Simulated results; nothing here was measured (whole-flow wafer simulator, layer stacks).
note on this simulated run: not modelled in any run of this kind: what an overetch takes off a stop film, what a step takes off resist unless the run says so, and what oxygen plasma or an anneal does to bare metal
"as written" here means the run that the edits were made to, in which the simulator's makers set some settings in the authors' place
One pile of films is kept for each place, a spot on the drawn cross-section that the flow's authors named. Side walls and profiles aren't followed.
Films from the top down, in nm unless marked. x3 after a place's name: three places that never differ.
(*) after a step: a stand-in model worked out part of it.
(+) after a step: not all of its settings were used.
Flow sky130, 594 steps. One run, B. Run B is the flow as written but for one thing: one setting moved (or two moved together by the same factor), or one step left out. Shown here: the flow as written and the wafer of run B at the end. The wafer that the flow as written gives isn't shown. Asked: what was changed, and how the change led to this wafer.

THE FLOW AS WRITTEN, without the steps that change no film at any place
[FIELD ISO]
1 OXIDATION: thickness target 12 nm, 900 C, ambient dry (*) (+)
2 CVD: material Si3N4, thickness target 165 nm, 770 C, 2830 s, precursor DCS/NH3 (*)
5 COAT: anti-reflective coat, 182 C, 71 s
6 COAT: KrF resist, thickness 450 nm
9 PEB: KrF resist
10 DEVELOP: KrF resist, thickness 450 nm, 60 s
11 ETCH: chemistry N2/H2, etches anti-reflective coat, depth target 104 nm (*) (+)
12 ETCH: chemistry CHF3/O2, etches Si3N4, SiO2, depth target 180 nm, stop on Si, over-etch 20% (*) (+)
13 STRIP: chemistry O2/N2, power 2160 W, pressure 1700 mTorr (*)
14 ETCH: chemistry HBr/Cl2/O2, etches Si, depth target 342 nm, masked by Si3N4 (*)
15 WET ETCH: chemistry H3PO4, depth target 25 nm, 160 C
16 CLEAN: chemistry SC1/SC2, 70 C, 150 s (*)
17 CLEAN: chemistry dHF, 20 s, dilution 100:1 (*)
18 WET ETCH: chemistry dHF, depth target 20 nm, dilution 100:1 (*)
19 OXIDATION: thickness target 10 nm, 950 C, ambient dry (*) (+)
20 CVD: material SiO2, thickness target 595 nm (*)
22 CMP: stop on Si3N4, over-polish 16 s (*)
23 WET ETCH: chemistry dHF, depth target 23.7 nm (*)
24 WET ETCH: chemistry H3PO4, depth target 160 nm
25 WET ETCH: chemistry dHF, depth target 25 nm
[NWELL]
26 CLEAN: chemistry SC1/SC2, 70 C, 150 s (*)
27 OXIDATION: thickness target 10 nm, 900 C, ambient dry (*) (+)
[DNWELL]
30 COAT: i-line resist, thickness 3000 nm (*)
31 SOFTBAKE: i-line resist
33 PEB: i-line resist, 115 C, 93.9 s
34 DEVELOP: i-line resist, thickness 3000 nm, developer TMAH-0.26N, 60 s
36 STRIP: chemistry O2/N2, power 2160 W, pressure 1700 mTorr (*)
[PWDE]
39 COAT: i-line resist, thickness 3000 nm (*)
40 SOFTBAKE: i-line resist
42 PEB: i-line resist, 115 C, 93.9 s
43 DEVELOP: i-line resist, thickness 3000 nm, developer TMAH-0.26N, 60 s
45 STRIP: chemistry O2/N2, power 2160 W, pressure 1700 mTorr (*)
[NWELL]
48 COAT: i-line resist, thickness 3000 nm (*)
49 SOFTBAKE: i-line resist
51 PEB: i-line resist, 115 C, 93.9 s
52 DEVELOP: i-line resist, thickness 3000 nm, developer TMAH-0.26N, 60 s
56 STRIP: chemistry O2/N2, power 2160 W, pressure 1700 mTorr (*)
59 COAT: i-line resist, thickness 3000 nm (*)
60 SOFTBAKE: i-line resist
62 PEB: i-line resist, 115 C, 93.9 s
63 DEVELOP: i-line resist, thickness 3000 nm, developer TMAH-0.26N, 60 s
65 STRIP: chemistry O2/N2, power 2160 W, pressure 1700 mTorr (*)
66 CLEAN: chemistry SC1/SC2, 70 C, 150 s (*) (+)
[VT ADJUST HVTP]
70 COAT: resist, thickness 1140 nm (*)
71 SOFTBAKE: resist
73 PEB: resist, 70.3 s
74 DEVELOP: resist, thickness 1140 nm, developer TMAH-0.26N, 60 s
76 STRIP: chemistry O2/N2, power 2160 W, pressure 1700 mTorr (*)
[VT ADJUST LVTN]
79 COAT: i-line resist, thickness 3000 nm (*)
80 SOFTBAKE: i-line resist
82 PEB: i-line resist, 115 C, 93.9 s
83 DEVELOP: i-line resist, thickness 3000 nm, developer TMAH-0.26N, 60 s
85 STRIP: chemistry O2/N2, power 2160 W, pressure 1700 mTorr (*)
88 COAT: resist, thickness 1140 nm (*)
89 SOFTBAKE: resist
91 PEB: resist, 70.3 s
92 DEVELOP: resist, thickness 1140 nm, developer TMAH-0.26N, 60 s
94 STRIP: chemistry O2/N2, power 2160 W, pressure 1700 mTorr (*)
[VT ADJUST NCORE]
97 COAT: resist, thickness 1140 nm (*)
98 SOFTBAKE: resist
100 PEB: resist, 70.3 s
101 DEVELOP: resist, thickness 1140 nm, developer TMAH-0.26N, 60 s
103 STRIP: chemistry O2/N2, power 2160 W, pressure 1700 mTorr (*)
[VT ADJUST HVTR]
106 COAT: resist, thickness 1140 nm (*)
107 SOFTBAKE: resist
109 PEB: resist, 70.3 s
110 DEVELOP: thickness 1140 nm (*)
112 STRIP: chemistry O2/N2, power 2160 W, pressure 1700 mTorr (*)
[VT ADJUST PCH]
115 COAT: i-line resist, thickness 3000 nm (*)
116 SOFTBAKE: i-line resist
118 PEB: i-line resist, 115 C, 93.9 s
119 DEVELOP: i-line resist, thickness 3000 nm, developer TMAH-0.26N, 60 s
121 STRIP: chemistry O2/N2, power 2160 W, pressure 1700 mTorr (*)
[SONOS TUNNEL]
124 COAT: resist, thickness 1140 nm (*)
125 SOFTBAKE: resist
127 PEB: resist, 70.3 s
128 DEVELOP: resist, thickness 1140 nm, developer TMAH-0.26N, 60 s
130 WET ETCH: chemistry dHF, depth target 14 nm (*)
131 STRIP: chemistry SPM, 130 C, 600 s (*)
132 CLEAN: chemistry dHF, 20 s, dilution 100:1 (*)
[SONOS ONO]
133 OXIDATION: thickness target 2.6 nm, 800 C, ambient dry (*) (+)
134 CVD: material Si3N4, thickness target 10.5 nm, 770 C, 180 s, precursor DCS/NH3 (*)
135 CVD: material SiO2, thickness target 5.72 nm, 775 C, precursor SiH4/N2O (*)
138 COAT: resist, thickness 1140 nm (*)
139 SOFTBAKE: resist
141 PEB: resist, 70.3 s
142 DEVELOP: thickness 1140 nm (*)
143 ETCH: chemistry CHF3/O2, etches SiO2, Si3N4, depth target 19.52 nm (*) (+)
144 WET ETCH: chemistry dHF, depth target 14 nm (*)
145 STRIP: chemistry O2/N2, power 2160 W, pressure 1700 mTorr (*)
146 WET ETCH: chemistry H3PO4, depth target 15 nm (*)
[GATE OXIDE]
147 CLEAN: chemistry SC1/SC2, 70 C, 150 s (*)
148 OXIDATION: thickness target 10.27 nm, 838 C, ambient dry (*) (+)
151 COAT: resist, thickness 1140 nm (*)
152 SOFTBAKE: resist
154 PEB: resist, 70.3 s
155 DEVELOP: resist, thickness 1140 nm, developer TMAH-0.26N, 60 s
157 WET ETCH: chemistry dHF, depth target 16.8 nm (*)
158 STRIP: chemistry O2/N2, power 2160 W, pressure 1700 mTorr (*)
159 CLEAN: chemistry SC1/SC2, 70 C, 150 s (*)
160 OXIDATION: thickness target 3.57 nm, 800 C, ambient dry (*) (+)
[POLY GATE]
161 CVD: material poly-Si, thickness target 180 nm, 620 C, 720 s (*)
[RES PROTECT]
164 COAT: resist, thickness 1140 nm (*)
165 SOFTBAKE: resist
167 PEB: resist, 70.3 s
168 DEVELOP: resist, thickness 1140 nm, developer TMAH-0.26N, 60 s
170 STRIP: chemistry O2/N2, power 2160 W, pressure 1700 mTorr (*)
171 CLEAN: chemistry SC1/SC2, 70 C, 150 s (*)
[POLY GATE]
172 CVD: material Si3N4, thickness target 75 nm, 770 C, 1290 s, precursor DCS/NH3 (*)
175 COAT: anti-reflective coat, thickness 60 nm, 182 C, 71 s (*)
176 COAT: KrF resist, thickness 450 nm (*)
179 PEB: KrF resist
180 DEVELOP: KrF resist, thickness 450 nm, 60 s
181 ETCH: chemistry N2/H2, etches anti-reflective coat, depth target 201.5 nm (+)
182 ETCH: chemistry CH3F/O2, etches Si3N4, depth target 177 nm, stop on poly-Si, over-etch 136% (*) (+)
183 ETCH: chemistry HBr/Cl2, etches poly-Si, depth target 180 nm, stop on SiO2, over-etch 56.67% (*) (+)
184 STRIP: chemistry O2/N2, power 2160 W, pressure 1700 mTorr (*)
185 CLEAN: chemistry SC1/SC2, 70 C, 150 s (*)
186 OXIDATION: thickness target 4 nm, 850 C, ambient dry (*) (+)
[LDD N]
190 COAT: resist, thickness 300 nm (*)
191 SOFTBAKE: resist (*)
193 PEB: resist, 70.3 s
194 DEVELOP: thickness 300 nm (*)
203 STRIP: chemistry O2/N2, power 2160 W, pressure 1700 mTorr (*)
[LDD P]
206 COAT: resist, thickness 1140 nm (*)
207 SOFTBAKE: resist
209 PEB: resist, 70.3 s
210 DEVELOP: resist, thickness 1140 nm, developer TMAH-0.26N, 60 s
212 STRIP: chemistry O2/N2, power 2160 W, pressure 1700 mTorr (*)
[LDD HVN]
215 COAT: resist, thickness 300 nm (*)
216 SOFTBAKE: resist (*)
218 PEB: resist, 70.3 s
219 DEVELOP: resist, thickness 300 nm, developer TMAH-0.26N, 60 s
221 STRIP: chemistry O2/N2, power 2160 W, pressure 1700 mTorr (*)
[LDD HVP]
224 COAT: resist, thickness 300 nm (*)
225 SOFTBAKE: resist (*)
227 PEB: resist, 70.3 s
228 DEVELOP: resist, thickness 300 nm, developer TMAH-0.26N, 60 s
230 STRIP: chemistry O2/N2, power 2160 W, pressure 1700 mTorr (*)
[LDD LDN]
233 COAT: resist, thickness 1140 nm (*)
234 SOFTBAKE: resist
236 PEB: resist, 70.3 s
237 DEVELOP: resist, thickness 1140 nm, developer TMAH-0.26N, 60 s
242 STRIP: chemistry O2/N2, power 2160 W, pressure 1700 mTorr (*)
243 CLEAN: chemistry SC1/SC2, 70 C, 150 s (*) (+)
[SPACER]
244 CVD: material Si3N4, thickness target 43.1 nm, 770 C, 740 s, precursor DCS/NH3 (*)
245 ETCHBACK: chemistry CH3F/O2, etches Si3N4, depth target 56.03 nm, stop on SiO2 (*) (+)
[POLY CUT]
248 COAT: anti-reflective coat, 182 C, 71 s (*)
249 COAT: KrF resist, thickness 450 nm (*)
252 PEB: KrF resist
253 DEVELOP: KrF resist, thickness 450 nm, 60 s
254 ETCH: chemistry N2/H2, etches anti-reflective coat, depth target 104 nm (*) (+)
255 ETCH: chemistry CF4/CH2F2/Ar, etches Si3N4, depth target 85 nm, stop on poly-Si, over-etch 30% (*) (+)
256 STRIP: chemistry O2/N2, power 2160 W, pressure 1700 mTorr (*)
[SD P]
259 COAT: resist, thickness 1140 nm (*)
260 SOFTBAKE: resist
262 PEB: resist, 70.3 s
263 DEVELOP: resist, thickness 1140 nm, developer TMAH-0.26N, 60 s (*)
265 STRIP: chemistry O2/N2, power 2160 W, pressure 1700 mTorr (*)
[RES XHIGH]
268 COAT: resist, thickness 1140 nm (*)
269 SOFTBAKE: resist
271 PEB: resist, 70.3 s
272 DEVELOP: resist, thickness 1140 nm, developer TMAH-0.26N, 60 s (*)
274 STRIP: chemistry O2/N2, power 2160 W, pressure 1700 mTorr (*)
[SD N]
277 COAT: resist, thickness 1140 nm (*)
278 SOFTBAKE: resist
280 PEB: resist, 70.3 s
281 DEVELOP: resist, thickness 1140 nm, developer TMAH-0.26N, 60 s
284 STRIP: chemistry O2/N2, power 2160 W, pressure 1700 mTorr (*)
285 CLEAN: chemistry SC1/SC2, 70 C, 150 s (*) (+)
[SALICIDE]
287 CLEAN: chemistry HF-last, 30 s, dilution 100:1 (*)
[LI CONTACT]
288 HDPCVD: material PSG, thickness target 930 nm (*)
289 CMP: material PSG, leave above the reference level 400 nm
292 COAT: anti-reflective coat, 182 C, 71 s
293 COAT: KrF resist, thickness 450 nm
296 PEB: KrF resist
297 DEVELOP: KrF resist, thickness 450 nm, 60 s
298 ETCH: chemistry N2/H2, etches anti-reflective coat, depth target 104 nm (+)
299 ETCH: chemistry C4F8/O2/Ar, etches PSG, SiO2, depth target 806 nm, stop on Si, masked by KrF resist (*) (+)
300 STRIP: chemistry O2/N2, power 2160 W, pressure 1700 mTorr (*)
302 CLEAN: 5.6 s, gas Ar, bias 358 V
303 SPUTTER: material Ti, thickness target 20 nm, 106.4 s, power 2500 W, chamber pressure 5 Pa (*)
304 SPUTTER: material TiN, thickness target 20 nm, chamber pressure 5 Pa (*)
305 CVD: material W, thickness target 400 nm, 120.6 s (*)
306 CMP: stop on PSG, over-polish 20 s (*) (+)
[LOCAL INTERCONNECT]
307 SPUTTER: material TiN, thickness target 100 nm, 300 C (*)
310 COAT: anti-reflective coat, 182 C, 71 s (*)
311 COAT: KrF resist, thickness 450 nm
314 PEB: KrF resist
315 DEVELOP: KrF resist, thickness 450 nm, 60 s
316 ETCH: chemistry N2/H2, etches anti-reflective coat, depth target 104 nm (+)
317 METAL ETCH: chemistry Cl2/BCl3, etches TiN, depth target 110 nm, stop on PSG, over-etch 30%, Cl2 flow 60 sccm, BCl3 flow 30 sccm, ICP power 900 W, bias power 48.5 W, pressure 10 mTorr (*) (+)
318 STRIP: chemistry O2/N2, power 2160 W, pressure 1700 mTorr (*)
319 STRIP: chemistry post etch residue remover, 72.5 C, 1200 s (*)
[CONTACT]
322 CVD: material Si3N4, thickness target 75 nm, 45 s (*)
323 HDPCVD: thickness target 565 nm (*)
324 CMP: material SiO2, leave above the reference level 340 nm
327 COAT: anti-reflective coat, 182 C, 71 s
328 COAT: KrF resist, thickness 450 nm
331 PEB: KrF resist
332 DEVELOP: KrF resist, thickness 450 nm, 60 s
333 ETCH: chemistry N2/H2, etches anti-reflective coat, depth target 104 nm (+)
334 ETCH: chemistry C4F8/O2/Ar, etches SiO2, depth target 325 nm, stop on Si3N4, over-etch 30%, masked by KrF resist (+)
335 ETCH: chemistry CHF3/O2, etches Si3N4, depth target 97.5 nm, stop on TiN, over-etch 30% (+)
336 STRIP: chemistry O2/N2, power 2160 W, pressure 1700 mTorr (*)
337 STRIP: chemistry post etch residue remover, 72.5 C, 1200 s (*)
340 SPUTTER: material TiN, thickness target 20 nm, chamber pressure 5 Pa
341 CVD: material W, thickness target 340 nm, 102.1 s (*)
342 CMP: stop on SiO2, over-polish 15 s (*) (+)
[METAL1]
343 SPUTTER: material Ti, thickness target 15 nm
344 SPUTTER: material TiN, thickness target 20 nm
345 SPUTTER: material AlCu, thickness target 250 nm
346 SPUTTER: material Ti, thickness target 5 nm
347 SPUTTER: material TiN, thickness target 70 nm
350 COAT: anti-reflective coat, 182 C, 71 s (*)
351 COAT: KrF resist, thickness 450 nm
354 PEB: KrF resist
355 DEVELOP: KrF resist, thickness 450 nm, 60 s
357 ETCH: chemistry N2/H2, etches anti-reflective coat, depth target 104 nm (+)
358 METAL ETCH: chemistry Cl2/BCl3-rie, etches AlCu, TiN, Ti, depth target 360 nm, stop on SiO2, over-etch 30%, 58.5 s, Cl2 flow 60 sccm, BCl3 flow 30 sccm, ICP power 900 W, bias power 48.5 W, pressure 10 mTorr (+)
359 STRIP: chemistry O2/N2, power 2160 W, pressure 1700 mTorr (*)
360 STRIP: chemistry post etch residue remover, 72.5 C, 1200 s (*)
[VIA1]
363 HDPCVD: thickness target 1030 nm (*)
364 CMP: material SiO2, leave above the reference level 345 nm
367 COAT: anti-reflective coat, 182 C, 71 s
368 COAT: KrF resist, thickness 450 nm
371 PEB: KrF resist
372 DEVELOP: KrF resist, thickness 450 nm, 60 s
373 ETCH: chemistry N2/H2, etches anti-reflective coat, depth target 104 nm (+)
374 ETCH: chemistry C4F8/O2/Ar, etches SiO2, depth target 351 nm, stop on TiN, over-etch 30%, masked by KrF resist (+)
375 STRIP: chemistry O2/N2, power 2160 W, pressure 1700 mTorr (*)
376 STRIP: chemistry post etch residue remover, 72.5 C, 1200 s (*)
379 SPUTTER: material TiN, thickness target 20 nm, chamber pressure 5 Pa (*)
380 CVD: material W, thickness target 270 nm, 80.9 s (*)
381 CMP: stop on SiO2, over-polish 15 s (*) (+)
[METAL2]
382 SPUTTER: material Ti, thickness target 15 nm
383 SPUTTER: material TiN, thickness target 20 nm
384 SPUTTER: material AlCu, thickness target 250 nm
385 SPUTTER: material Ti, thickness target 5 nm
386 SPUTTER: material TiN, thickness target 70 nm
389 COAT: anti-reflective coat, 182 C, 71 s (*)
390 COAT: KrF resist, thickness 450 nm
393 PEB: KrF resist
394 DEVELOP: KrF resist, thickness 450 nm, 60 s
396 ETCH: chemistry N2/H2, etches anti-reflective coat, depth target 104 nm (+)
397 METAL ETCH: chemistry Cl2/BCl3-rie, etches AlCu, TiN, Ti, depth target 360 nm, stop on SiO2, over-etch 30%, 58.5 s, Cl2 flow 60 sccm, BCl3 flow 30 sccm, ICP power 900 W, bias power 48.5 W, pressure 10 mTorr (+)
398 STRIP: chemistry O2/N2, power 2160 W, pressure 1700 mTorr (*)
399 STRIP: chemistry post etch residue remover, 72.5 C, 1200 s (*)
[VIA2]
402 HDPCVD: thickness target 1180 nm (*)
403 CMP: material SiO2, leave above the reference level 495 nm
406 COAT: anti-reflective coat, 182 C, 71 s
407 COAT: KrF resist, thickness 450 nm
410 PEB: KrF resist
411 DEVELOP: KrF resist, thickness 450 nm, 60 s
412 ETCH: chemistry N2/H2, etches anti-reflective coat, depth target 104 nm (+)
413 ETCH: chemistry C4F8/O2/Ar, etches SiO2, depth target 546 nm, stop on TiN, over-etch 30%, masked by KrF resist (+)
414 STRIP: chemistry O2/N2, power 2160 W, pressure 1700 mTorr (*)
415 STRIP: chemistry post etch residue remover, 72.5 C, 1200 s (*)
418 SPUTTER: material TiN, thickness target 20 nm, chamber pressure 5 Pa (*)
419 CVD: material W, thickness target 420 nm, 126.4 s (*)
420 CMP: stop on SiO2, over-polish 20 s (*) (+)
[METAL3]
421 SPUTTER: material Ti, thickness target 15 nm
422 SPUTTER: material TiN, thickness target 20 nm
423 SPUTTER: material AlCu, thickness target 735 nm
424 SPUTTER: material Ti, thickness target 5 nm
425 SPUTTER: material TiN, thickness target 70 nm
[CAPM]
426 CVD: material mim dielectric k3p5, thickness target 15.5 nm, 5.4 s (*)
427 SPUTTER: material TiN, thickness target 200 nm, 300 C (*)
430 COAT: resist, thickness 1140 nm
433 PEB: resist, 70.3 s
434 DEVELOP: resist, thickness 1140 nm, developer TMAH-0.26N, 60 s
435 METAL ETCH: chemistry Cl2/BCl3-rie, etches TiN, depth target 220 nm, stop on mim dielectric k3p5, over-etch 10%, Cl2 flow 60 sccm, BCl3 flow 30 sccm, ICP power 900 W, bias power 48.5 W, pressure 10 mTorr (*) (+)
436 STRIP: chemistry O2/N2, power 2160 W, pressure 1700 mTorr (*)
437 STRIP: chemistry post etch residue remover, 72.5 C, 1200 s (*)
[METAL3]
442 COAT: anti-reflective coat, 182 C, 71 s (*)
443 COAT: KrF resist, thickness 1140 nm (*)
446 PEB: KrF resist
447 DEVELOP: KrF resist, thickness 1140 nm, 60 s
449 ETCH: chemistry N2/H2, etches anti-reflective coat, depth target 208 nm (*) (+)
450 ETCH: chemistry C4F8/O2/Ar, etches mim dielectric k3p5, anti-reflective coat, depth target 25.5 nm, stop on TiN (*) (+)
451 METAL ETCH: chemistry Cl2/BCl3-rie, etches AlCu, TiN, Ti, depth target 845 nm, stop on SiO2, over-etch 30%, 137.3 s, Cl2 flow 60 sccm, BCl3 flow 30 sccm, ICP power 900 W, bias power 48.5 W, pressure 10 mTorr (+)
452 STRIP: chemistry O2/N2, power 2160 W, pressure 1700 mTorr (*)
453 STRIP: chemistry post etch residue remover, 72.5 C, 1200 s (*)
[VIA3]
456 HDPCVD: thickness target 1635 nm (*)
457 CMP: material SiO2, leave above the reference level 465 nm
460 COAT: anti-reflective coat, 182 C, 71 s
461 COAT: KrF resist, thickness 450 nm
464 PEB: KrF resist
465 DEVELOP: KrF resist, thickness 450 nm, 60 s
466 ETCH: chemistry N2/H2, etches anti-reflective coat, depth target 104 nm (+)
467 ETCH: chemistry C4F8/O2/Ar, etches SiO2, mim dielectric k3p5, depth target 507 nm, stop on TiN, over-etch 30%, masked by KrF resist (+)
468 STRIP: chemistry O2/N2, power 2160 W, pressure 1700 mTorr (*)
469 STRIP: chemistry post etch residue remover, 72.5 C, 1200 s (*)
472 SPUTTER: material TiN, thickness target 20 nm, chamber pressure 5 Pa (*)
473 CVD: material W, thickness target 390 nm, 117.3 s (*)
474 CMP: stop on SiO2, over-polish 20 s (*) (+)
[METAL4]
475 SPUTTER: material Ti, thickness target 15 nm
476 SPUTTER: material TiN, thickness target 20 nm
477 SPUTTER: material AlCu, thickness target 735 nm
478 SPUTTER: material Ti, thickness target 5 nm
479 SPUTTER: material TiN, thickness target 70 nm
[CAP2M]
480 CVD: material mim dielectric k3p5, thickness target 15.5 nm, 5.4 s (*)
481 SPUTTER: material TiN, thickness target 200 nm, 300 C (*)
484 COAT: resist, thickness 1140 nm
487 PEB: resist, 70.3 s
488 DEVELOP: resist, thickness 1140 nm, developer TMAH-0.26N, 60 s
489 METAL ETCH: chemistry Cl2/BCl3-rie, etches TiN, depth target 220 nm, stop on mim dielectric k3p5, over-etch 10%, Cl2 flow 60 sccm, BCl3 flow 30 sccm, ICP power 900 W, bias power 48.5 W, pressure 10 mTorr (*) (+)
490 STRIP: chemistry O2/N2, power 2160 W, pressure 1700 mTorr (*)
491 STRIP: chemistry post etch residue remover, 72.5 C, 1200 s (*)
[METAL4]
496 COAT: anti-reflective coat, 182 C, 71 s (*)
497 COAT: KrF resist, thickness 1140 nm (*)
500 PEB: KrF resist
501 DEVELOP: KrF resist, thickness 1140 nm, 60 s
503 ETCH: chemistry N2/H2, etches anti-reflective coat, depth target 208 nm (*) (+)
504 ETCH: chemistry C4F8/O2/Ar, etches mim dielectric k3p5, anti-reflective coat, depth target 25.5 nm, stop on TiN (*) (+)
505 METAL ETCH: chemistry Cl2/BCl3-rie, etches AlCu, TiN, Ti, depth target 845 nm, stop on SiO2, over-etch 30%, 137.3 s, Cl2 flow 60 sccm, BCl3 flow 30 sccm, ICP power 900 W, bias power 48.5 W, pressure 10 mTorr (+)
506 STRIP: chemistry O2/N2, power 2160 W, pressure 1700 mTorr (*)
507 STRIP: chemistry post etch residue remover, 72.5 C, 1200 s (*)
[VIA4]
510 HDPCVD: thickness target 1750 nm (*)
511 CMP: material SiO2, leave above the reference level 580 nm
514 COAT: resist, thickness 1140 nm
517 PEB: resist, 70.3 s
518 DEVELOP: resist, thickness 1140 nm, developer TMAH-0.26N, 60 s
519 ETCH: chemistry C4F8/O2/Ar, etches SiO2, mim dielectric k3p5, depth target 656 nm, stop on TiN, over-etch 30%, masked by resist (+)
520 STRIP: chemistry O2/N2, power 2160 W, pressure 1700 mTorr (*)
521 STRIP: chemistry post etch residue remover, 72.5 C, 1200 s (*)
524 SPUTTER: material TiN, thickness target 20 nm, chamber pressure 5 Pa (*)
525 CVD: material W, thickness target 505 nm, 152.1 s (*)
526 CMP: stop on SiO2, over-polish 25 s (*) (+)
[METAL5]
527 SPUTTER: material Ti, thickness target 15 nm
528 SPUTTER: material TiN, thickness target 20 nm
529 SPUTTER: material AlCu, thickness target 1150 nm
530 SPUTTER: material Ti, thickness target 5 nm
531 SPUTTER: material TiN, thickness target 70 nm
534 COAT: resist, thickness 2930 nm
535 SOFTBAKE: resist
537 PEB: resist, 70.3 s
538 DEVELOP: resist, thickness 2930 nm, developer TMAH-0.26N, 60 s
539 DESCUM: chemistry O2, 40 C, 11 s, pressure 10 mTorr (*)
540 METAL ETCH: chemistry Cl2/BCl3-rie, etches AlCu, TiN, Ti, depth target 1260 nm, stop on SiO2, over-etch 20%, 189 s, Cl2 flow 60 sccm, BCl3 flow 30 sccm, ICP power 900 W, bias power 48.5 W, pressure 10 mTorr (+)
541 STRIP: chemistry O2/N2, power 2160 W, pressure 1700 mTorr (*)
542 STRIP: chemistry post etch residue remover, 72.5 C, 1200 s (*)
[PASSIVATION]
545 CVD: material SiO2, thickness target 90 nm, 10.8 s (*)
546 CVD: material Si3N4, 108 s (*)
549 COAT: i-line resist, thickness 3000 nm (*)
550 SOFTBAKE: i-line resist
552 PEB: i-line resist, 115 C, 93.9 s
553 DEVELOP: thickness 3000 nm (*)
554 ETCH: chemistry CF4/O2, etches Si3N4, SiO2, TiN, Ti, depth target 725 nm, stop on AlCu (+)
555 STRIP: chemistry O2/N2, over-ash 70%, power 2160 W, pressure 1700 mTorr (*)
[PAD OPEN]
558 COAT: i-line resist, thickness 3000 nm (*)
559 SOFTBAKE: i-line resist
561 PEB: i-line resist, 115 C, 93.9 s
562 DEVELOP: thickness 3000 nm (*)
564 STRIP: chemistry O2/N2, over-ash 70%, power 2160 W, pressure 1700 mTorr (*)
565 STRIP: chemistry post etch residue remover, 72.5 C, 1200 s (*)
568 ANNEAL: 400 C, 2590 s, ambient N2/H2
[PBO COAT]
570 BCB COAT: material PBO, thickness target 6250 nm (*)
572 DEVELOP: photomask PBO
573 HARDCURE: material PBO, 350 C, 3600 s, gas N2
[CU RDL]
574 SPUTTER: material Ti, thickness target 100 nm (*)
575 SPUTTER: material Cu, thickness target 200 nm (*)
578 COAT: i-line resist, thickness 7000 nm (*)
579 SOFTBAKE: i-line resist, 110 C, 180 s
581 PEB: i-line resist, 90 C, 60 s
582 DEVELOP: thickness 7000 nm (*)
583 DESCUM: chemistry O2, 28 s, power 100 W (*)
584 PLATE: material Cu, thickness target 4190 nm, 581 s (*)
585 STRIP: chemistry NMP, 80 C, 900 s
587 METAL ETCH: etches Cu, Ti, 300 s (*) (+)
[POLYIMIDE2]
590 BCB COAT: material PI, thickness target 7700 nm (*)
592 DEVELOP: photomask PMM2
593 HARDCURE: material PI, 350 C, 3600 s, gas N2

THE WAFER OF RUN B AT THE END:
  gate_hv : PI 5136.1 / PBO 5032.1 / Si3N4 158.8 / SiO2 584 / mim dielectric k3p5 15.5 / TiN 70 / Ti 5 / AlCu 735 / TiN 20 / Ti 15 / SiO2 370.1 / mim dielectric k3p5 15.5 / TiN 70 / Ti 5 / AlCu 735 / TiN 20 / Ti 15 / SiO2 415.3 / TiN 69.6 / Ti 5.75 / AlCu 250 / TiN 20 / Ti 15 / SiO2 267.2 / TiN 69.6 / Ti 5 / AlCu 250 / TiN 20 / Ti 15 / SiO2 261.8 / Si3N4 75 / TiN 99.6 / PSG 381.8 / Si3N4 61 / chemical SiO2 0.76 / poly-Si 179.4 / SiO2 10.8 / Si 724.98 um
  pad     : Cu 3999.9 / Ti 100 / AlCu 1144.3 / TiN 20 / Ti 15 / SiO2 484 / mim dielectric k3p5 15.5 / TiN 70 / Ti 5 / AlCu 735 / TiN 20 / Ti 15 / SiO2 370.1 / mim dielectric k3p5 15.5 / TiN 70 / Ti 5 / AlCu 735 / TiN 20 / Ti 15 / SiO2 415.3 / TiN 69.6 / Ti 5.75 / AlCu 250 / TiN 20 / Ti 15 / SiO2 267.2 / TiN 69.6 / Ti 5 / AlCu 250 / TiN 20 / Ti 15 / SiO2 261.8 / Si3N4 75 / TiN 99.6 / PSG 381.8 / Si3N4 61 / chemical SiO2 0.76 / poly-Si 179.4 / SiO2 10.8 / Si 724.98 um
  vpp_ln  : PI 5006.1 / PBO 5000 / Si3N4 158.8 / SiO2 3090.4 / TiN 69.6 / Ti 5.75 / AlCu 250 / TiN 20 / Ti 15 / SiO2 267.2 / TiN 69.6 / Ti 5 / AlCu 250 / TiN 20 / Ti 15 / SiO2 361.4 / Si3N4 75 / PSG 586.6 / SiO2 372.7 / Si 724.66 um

The cause: step 385, SPUTTER: thickness target 5.75 nm was run, where the flow has thickness target 5 nm.
It can be read off the wafer: gate_hv has Ti 5.75, and step 385 as written asks for 5 nm.

How the change led to this, step by step:
  385 SPUTTER: material Ti, thickness target 5 nm
      field, active, n_well and 188 more: Ti +5.75 (new film) (as written it would be: Ti +5 (new film))
  397 METAL ETCH: chemistry Cl2/BCl3-rie, etches AlCu, TiN, Ti, depth target 360 nm, stop on SiO2, over-etch 30%, 58.5 s, Cl2 flow 60 sccm, BCl3 flow 30 sccm, ICP power 900 W, bias power 48.5 W, pressure 10 mTorr (+)
      field, active, gate and 82 more: TiN -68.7 (all of it), Ti -5.75 (all of it), AlCu -250 (all of it), TiN -20 (all of it), Ti -15 (all of it), SiO2 -10.9 (as written it would be: TiN -68.7 (all of it), Ti -5 (all of it), AlCu -250 (all of it), TiN -20 (all of it), Ti -15 (all of it), SiO2 -10.9)
